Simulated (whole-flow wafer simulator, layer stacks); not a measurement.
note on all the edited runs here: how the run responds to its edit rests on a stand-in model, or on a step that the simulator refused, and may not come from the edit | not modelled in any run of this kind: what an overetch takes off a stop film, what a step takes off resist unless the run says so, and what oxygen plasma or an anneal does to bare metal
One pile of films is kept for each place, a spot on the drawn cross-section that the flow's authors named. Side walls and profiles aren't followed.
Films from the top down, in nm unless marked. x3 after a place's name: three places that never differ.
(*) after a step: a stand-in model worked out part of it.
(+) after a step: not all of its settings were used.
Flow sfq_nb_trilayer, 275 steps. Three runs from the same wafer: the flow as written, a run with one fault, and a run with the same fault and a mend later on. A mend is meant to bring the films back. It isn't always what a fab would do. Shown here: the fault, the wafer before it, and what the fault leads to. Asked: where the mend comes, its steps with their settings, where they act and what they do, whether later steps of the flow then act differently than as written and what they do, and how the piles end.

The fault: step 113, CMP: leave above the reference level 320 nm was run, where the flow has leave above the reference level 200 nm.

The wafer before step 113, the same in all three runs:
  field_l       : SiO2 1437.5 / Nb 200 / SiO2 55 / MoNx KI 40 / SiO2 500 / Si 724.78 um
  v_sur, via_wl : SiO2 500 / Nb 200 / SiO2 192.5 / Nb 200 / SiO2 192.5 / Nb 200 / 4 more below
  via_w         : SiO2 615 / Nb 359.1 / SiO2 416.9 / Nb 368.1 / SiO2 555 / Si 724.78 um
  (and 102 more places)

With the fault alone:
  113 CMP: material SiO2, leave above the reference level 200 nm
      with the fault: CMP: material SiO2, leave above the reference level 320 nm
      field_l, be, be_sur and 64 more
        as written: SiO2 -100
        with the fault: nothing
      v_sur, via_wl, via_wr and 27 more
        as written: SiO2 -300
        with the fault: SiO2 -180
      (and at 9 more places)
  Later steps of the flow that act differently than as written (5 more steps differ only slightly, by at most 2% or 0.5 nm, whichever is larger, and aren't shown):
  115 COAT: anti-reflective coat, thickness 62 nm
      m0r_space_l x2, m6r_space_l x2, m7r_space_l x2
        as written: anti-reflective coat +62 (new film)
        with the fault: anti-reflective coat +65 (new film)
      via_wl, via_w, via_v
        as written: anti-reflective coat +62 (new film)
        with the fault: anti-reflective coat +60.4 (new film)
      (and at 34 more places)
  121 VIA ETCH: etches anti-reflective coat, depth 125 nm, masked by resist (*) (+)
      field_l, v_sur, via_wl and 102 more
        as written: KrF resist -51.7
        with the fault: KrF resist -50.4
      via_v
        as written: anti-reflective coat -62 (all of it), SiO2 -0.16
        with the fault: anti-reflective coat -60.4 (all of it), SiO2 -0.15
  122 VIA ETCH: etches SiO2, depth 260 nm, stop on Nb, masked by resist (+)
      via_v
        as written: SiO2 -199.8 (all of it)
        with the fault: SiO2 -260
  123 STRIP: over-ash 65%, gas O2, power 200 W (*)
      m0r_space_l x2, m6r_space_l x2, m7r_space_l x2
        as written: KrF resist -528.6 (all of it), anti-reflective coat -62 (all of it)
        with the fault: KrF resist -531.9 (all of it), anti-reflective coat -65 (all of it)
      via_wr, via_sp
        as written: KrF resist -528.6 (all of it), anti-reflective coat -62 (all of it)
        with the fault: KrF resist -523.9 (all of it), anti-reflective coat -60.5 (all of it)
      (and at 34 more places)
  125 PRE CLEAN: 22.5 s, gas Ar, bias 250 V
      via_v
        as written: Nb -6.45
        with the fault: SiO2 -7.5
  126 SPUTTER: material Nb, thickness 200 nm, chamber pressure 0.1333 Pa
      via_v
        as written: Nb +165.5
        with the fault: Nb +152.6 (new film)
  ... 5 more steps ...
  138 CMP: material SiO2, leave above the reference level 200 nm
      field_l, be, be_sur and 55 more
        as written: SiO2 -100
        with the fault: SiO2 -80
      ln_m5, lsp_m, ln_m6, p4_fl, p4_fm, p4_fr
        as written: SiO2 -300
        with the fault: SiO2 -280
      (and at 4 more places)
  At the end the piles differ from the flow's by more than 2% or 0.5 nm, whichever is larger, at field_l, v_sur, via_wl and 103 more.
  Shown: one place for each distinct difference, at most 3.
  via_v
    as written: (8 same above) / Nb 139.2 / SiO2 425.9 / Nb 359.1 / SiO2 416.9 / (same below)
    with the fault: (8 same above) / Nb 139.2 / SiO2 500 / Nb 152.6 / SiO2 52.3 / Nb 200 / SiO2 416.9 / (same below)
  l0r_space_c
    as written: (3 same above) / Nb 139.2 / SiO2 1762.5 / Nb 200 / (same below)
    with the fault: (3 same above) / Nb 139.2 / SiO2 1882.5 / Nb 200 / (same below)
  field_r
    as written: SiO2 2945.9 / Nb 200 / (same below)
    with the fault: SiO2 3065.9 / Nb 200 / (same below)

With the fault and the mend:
  The mend comes after step 120.
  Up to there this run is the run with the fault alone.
  120a STRIP: over-ash 65%, gas O2, power 200 W (*)
      moat, field_r, lsp_l, ln_m5, lsp_m, ln_m6
        KrF resist -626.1 (all of it), anti-reflective coat -62.1 (all of it)
      m0r_line_l x2, m6r_line_l x2, m7r_line_l x2
        KrF resist -628.7 (all of it), anti-reflective coat -62.7 (all of it)
      m0r_space_l x2, m6r_space_l x2, m7r_space_l x2
        KrF resist -627 (all of it), anti-reflective coat -65 (all of it)
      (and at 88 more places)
  120b CMP: material SiO2, leave above the reference level 200 nm (the flow's step 113 once more)
      field_l, be, be_sur and 64 more
        SiO2 -100
      v_sur, via_wl, via_w and 36 more
        SiO2 -120
  120c COAT: anti-reflective coat, thickness 62 nm (the flow's step 115 once more)
      field_l, v_sur, via_wl and 103 more
        anti-reflective coat +62 (new film)
  120d COAT: KrF resist, thickness 650 nm (the flow's step 116 once more)
      field_l, v_sur, via_wl and 103 more
        KrF resist +650 (new film)
  120e SOFTBAKE: KrF resist (the flow's step 117 once more)
      changes no film at any place that is followed
  120f EXPOSE: photomask I3, dose 11.91 mJ/cm2, NA 0.6, wavelength 248 nm (*) (the flow's step 118 once more)
      changes no film at any place that is followed
  120g PEB: KrF resist, 90 s (the flow's step 119 once more)
      field_l, v_sur, via_wl and 103 more
        KrF resist -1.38
  120h DEVELOP: KrF resist, thickness 650 nm, 60 s (the flow's step 120 once more)
      field_l, v_sur, via_wl and 102 more
        KrF resist -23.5
      via_v
        KrF resist -648.6 (all of it)
  No later step of the flow acts differently than as written at any place that is followed.
  At the end the piles are the same as the flow's at every place that both follow.
